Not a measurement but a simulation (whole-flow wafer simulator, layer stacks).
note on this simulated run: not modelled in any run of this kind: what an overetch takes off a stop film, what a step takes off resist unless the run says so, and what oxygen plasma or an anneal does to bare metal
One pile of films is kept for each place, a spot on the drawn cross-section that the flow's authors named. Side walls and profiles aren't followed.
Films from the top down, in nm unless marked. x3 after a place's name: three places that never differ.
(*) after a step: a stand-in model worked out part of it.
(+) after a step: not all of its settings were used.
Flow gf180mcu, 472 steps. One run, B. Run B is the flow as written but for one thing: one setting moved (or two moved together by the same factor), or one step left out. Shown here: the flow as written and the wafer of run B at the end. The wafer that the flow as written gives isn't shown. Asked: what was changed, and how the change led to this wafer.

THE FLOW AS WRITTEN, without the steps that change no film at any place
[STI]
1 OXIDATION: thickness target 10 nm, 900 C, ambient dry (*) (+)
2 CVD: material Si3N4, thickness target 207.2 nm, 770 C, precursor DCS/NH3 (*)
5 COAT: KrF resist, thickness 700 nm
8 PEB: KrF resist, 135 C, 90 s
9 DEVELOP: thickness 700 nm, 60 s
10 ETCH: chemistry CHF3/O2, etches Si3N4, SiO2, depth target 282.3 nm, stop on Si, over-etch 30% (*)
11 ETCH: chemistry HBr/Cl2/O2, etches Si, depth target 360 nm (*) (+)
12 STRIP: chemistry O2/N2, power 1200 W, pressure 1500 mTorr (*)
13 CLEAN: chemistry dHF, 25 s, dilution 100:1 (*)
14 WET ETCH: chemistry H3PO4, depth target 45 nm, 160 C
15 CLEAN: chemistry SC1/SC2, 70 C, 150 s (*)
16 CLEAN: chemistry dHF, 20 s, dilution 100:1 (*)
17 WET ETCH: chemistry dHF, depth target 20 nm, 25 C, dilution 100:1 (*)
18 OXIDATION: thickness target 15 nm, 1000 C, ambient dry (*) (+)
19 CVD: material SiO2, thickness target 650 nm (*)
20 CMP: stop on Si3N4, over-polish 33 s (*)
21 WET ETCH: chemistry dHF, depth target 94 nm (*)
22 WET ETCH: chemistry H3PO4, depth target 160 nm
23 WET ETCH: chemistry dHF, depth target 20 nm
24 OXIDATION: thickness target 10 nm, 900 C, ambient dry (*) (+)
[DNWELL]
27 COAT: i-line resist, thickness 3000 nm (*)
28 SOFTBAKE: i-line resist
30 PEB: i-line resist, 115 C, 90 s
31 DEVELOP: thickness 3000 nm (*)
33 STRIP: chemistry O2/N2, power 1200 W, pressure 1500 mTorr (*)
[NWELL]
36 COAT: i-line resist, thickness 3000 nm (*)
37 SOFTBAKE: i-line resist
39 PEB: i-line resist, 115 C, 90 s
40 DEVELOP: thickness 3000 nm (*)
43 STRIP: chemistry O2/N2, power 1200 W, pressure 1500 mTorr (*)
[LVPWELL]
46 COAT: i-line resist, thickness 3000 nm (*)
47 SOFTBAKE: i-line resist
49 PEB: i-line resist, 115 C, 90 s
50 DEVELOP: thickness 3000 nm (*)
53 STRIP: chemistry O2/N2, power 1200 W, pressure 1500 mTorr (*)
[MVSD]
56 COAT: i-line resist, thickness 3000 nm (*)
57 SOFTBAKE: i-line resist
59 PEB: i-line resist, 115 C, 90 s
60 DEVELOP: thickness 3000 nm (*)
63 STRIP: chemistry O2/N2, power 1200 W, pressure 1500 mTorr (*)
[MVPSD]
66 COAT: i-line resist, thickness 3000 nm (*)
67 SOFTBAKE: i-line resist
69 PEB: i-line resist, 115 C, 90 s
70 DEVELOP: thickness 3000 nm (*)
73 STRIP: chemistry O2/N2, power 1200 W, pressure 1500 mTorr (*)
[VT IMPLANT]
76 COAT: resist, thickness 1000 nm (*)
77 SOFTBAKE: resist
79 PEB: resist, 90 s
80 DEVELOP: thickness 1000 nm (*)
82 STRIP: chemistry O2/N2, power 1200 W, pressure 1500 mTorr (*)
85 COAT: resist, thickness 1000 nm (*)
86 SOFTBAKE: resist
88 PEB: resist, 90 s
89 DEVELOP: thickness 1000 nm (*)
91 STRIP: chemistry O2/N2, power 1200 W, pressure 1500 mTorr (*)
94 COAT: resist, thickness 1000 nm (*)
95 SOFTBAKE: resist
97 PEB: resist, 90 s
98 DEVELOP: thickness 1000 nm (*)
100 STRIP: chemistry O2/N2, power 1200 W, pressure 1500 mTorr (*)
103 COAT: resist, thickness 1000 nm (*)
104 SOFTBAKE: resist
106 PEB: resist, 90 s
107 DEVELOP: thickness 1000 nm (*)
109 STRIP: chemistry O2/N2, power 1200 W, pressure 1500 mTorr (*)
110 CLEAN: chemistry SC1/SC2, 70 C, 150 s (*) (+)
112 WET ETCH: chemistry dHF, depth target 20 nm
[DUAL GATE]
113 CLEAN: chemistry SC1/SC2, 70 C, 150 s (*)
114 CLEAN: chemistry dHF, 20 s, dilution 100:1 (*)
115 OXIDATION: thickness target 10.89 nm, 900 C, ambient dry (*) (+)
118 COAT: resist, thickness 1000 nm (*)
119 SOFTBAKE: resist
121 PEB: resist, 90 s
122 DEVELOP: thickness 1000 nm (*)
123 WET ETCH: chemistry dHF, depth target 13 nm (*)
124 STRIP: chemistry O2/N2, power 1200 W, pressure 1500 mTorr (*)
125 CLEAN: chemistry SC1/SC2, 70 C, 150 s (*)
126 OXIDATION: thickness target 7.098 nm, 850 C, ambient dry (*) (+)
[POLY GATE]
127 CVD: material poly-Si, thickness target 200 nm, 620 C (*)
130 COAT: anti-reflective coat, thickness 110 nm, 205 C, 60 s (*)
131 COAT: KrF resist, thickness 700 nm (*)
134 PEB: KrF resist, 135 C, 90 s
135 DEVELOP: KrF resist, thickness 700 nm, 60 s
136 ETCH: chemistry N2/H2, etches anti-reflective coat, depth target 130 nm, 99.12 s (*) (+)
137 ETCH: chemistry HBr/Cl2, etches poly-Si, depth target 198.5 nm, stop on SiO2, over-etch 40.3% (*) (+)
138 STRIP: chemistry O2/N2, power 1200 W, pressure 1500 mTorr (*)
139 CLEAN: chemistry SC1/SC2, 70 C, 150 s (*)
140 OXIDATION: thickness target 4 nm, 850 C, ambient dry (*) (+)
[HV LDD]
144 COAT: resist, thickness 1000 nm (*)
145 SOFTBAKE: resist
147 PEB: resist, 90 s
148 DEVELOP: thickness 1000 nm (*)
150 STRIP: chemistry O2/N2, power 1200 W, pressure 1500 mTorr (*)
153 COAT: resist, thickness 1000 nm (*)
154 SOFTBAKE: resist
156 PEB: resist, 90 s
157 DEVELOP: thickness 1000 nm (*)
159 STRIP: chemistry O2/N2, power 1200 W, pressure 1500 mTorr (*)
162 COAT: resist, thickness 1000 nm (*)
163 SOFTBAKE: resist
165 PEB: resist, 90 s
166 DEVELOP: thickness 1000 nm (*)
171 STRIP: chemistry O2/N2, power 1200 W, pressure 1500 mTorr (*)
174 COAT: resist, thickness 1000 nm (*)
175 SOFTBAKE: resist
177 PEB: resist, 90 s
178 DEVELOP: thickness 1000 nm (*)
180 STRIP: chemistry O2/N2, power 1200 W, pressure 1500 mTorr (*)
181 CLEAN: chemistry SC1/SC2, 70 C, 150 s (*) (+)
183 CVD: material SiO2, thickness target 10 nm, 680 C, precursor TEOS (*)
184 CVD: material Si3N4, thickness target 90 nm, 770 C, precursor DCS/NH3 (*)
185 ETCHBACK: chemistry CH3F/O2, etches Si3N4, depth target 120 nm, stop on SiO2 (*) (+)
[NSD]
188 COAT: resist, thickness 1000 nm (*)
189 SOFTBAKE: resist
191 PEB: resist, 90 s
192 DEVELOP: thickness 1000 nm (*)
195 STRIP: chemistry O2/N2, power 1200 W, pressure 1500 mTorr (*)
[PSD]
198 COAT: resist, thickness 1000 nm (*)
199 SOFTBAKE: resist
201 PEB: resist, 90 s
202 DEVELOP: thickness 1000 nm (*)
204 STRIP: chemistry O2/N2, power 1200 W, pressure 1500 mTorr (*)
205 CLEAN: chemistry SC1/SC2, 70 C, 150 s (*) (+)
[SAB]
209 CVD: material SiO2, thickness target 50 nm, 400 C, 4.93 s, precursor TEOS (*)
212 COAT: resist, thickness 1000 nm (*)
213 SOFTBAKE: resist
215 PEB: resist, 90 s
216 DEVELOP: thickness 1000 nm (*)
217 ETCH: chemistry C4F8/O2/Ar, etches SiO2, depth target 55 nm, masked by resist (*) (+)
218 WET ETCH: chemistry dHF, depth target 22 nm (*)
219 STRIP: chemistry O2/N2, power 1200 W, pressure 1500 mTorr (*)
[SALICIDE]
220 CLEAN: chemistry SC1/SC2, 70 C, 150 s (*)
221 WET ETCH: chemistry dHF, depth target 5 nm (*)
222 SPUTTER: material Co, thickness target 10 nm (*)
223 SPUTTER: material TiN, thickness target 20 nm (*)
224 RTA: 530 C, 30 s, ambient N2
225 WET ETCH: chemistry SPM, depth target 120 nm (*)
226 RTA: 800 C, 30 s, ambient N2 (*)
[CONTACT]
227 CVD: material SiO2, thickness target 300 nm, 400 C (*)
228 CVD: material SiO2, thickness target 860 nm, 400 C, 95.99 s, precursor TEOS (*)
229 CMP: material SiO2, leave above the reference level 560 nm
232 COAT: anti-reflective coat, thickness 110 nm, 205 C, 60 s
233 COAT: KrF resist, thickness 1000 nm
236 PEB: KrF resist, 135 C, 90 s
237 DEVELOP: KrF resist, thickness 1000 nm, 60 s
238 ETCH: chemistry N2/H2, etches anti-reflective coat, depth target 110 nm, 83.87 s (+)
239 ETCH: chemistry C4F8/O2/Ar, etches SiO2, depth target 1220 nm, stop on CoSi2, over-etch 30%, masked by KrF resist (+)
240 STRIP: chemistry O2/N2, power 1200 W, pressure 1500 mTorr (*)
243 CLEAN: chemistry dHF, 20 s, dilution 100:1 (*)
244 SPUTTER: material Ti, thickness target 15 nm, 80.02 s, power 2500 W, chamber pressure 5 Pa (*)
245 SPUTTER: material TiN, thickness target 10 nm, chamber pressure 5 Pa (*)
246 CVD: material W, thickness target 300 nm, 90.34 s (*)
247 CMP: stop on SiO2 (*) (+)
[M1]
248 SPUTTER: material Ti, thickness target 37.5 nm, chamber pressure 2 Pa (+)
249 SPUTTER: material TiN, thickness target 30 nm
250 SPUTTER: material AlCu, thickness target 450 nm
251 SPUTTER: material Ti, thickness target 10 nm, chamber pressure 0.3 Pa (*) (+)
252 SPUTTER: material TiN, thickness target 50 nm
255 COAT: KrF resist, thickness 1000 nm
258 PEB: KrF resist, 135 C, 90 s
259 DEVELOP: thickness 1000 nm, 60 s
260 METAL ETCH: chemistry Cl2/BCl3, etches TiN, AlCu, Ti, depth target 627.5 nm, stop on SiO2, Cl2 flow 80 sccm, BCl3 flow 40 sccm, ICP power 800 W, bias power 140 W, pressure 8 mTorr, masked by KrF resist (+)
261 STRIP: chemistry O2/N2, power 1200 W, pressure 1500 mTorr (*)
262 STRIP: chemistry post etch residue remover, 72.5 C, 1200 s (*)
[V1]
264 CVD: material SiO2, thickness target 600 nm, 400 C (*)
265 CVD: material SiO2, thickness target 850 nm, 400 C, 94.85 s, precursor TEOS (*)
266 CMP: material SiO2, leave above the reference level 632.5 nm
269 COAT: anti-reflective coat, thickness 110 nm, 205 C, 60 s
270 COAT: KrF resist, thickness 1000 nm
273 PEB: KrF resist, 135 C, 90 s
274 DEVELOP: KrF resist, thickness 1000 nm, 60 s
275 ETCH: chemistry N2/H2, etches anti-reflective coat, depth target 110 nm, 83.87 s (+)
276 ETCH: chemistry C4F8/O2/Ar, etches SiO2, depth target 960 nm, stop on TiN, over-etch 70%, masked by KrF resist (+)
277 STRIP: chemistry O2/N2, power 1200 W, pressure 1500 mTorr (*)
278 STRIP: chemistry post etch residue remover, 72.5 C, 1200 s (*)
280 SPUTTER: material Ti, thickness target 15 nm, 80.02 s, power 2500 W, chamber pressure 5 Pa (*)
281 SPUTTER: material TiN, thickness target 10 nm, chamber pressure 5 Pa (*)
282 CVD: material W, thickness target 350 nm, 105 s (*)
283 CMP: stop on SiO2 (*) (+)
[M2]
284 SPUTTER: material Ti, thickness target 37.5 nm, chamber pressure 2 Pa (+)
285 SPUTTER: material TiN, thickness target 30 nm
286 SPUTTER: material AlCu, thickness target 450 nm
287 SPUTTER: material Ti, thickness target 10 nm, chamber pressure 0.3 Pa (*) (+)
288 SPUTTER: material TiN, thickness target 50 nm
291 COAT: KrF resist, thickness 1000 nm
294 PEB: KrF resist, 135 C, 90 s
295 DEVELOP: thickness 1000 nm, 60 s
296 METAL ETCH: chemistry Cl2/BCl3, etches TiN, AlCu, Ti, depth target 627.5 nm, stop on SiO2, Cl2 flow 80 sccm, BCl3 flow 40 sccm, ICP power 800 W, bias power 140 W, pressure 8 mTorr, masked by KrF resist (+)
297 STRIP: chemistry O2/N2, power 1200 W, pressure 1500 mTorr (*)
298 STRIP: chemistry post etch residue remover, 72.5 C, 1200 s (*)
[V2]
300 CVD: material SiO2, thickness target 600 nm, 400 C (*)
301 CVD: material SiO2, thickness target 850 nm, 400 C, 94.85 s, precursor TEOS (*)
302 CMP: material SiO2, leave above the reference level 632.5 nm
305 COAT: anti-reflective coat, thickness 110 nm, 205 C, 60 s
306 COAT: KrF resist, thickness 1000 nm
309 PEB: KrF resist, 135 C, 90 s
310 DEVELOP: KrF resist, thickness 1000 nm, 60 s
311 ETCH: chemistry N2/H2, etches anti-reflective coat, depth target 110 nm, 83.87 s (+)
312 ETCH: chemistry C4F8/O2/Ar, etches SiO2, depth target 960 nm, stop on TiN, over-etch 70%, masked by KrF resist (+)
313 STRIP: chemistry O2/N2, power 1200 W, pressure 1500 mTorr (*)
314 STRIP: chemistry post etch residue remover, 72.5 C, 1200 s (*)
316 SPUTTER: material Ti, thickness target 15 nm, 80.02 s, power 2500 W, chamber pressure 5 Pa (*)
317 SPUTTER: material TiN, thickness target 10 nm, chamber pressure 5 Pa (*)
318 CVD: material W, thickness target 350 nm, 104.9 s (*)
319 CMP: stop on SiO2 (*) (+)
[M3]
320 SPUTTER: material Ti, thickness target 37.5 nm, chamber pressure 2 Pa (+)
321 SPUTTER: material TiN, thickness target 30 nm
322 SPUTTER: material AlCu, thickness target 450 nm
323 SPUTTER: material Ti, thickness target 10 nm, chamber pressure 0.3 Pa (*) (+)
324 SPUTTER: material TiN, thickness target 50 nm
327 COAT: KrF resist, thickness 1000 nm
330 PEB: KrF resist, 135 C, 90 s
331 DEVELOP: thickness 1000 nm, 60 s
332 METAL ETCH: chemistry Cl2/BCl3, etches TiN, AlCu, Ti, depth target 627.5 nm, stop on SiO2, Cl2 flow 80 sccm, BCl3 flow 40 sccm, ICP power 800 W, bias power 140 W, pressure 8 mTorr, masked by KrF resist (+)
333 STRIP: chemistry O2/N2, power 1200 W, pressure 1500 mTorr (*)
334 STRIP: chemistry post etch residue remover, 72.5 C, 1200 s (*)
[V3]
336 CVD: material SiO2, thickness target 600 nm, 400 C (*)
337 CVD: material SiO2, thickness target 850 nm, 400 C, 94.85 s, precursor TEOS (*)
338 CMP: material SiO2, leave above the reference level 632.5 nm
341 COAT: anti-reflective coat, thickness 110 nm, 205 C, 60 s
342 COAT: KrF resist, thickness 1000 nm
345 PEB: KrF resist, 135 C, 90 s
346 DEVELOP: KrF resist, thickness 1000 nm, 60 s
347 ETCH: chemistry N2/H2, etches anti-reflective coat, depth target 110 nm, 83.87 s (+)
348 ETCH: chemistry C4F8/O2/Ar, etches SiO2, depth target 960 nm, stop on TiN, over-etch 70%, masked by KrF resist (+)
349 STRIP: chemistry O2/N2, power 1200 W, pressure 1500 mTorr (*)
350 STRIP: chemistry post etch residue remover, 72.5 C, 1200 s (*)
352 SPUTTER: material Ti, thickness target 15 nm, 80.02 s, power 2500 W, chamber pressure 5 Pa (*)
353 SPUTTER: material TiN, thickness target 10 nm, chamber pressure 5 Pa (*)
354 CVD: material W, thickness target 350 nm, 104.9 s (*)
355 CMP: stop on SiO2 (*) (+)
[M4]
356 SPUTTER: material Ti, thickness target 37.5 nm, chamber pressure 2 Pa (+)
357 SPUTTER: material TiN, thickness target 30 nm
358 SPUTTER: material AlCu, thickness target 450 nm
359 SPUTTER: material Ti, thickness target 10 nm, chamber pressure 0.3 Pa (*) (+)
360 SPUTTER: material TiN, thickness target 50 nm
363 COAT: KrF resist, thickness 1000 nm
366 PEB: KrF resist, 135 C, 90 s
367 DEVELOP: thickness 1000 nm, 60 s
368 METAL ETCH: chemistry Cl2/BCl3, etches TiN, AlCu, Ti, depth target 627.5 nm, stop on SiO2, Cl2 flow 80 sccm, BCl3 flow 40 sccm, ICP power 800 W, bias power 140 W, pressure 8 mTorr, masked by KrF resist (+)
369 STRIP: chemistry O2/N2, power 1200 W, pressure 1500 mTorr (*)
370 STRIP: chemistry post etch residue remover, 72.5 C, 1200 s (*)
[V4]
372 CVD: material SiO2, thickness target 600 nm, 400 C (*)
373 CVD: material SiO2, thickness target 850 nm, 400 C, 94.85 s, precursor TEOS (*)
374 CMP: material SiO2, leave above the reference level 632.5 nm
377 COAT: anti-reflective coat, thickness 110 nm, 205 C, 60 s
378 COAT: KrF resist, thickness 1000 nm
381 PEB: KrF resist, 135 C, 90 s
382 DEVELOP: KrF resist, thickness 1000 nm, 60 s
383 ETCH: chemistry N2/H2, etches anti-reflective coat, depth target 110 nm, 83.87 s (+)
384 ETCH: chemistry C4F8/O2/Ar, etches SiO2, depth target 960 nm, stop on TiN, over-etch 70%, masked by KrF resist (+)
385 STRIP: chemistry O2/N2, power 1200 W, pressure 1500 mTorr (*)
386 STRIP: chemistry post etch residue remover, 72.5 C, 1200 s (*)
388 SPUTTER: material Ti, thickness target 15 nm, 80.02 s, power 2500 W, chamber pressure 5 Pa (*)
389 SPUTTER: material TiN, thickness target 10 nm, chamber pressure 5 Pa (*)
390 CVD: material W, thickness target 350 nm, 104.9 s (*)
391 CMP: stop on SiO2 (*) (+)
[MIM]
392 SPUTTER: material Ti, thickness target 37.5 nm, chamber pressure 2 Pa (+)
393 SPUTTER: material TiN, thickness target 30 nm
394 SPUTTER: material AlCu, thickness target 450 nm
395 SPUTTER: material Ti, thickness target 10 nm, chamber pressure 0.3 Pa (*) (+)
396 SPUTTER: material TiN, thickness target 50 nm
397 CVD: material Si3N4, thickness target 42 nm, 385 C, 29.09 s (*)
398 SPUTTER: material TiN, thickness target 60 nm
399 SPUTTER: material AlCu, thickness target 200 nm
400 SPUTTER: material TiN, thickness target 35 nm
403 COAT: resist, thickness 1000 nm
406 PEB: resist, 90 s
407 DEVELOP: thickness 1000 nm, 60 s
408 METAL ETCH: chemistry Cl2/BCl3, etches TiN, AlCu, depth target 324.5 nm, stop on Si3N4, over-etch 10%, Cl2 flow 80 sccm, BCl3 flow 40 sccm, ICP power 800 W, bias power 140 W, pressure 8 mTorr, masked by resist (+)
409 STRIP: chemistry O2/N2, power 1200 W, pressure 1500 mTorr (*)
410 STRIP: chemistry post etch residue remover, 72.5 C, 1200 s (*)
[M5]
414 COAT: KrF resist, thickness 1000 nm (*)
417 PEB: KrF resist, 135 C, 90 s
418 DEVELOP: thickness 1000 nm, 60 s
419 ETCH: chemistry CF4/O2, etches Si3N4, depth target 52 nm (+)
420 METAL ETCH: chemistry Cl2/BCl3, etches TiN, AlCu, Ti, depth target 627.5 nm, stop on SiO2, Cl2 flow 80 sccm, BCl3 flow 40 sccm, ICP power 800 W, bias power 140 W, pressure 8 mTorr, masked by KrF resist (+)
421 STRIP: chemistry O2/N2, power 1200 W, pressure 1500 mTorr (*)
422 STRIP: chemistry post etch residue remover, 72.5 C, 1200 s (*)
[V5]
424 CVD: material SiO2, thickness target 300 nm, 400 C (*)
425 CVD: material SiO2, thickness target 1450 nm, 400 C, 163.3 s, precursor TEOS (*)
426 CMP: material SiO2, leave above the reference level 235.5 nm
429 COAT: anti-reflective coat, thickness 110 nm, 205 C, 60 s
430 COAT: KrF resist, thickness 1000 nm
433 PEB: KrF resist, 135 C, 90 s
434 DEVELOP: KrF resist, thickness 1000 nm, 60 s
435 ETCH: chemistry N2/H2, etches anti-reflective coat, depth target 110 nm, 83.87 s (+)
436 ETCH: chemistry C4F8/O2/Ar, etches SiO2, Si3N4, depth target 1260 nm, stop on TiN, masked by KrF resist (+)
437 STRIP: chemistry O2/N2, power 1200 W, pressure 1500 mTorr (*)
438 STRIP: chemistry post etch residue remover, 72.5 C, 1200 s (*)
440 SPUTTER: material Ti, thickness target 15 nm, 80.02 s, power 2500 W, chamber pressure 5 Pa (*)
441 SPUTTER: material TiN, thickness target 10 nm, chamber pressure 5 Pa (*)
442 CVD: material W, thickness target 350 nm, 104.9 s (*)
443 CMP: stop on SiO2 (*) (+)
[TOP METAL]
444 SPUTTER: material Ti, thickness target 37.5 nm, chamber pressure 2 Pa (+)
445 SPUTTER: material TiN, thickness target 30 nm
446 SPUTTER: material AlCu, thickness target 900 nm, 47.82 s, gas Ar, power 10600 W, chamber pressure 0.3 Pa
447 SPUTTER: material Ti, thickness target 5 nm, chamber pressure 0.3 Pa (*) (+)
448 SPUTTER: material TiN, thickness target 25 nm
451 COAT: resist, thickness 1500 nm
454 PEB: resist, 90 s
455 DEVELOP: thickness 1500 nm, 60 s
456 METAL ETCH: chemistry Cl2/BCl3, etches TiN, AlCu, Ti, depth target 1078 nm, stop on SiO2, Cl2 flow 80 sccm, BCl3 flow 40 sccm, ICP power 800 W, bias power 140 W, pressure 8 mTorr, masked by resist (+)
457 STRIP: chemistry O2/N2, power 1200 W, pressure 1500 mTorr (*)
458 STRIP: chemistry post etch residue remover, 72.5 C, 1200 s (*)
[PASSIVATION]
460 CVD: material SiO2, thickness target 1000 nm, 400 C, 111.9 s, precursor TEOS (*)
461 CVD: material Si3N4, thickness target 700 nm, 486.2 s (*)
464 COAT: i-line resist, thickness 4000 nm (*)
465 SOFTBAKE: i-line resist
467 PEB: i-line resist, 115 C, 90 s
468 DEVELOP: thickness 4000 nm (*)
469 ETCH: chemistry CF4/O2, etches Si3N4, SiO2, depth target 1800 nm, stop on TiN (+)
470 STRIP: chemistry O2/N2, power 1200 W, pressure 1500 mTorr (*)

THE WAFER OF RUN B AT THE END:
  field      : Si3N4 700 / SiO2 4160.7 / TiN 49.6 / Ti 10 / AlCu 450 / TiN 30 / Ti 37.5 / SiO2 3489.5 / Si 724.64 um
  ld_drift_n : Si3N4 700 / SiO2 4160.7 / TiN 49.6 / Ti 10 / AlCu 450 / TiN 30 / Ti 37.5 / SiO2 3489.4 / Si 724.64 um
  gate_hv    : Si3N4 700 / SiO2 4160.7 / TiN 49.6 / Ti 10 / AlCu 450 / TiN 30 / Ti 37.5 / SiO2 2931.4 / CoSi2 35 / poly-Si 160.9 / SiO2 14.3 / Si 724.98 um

The cause: step 332, METAL ETCH: chemistry Cl2/BCl3, etches TiN, AlCu, Ti, depth target 627.5 nm, stop on SiO2, Cl2 flow 80 sccm, BCl3 flow 40 sccm, ICP power 800 W, bias power 140 W, pressure 8 mTorr, masked by KrF resist (+), was left out.

How the change led to this, step by step:
  333 STRIP: chemistry O2/N2, power 1200 W, pressure 1500 mTorr (*)
      field__w8, contact, m1, m1__w1, m1_nw: KrF resist -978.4 (all of it) (as written it would be: KrF resist -727.4 (all of it))
  336 CVD: material SiO2, thickness target 600 nm, 400 C (*)
      field, field__w1, field__w2 and 103 more: SiO2 +600 (new film) (as written it would be: SiO2 +600)
  338 CMP: material SiO2, leave above the reference level 632.5 nm
      field, field__w1, field__w2 and 103 more: SiO2 -877.1 (as written it would be: SiO2 -300)
Counting metal films that touch as one body, field has 1 body; the flow as written gives 0 bodies.
Counting metal films that touch as one body, ld_drift_n has 1 body; the flow as written gives 0 bodies.
Counting metal films that touch as one body, gate_hv has 2 bodies (between them, from the top down: SiO2 2931.4); the flow as written gives 1 body.
